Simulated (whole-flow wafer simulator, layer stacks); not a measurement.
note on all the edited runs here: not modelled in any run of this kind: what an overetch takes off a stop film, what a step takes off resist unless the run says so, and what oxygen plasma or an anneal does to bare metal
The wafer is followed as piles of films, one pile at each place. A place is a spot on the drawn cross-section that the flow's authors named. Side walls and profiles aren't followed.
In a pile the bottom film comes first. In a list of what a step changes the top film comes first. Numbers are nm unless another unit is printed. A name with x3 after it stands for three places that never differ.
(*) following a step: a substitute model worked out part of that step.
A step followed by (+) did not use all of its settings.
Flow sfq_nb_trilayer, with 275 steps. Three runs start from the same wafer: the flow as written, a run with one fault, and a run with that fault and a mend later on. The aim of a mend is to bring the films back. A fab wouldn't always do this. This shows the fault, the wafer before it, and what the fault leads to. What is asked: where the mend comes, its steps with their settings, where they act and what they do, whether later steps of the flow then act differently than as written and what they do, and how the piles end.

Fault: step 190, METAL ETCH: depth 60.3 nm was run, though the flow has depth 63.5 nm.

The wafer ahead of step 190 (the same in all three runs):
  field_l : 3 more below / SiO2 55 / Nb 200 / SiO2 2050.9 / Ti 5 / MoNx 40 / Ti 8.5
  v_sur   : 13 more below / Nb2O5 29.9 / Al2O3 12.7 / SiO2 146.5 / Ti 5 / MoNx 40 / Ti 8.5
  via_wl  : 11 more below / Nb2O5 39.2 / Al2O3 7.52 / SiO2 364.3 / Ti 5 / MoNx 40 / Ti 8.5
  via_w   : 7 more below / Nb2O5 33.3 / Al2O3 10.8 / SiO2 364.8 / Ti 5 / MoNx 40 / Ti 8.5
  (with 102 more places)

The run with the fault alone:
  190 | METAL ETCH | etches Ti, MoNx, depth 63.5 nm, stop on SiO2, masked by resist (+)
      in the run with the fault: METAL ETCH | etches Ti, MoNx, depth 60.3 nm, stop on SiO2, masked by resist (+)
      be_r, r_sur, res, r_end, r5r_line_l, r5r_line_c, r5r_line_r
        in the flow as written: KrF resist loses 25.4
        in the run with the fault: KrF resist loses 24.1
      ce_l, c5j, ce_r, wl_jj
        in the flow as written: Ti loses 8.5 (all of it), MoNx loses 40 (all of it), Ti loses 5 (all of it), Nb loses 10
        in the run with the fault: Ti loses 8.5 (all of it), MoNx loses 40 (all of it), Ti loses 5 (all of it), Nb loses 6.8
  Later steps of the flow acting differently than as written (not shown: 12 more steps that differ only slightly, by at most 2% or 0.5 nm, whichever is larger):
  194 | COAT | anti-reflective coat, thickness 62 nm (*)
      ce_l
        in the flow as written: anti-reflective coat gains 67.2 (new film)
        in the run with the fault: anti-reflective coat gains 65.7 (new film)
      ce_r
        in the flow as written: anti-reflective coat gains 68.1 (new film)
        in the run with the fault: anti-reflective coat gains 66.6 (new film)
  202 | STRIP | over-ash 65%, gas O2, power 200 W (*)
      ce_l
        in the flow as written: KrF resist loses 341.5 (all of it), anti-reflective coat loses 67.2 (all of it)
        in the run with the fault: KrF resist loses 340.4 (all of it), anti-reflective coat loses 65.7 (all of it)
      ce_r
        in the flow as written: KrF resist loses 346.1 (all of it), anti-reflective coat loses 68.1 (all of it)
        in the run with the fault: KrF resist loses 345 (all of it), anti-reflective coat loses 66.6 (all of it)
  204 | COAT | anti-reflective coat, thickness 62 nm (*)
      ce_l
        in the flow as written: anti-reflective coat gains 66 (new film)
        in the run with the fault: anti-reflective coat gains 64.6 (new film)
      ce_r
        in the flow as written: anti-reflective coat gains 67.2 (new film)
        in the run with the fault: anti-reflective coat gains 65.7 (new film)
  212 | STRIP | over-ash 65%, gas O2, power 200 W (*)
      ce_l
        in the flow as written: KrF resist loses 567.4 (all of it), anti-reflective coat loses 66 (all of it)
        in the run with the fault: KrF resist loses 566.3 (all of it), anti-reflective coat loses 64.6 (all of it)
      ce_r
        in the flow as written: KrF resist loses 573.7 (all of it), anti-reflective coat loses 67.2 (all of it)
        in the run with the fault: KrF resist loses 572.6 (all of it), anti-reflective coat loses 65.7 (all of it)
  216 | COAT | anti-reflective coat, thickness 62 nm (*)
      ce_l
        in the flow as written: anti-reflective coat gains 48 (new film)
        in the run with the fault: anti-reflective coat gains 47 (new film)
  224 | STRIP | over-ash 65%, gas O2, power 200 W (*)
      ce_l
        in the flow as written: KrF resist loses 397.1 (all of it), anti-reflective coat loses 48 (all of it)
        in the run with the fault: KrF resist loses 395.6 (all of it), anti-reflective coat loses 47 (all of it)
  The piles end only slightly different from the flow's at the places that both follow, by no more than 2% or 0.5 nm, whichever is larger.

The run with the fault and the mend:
  The mend follows step 190.
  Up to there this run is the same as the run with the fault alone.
  190a | METAL ETCH | etches Ti, MoNx, depth 3.2 nm, stop on SiO2, masked by resist (the flow's step 190, run once more with other settings)
      be_r, r_sur, res, r_end, r5r_line_l, r5r_line_c, r5r_line_r
        KrF resist loses 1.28
      ce_l, c5j, ce_r, wl_jj
        Nb loses 3.2
  None of the later steps of the flow acts differently than as written at any place that is followed.
  At every place that both follow, the piles at the end match the flow's.
